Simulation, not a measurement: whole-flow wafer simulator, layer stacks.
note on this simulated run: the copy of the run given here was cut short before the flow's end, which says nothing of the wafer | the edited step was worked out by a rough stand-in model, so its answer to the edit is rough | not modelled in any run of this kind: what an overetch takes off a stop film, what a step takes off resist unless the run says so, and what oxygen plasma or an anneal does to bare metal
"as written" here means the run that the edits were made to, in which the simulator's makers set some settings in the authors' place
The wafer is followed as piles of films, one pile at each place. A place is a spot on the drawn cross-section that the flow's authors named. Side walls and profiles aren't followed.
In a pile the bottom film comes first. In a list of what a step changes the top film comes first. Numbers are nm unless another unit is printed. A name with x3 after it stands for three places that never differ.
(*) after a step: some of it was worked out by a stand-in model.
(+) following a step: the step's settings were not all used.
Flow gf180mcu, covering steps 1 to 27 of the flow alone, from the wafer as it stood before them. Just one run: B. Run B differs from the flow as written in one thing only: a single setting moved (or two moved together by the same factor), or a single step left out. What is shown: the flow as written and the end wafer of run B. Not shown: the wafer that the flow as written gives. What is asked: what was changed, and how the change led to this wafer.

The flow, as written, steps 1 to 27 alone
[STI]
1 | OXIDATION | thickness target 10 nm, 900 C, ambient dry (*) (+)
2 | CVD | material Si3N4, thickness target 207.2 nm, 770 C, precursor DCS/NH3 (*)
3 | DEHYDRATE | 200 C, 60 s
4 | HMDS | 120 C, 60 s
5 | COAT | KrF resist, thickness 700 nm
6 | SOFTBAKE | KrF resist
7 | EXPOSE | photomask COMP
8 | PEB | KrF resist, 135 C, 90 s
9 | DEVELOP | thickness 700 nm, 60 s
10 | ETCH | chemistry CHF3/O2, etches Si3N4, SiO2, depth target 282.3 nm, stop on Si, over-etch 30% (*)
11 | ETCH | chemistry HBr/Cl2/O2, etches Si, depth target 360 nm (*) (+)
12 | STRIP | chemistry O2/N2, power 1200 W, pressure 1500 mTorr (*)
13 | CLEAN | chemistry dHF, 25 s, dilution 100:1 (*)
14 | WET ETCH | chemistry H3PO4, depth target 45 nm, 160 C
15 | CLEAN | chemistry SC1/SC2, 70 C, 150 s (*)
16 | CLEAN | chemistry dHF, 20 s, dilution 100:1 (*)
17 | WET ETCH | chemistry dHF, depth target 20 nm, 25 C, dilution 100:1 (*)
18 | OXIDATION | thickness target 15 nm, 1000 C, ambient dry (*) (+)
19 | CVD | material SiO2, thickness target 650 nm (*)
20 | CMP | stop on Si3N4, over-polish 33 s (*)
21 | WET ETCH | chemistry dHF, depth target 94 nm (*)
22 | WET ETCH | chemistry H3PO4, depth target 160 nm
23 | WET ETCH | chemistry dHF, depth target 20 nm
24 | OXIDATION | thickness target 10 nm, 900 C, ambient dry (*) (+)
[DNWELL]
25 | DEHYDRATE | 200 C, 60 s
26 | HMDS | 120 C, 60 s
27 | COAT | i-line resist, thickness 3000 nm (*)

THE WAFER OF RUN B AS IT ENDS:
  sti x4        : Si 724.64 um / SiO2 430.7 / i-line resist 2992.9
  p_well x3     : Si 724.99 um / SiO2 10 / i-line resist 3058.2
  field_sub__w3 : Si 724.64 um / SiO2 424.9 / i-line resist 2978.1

Cause: step 21, WET ETCH: depth target 69.3 nm was run, while the flow as written has depth target 94 nm.

How this came from the change, step by step:
  21 | WET ETCH | chemistry dHF, depth target 94 nm (*)
      active, n_well, p_well x3 and 38 more: -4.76 Si3N4 (in the flow as written it would be: -6.43 Si3N4)
      field, field_sub, sti x4 and 31 more: -69.3 SiO2 (in the flow as written it would be: -94 SiO2)
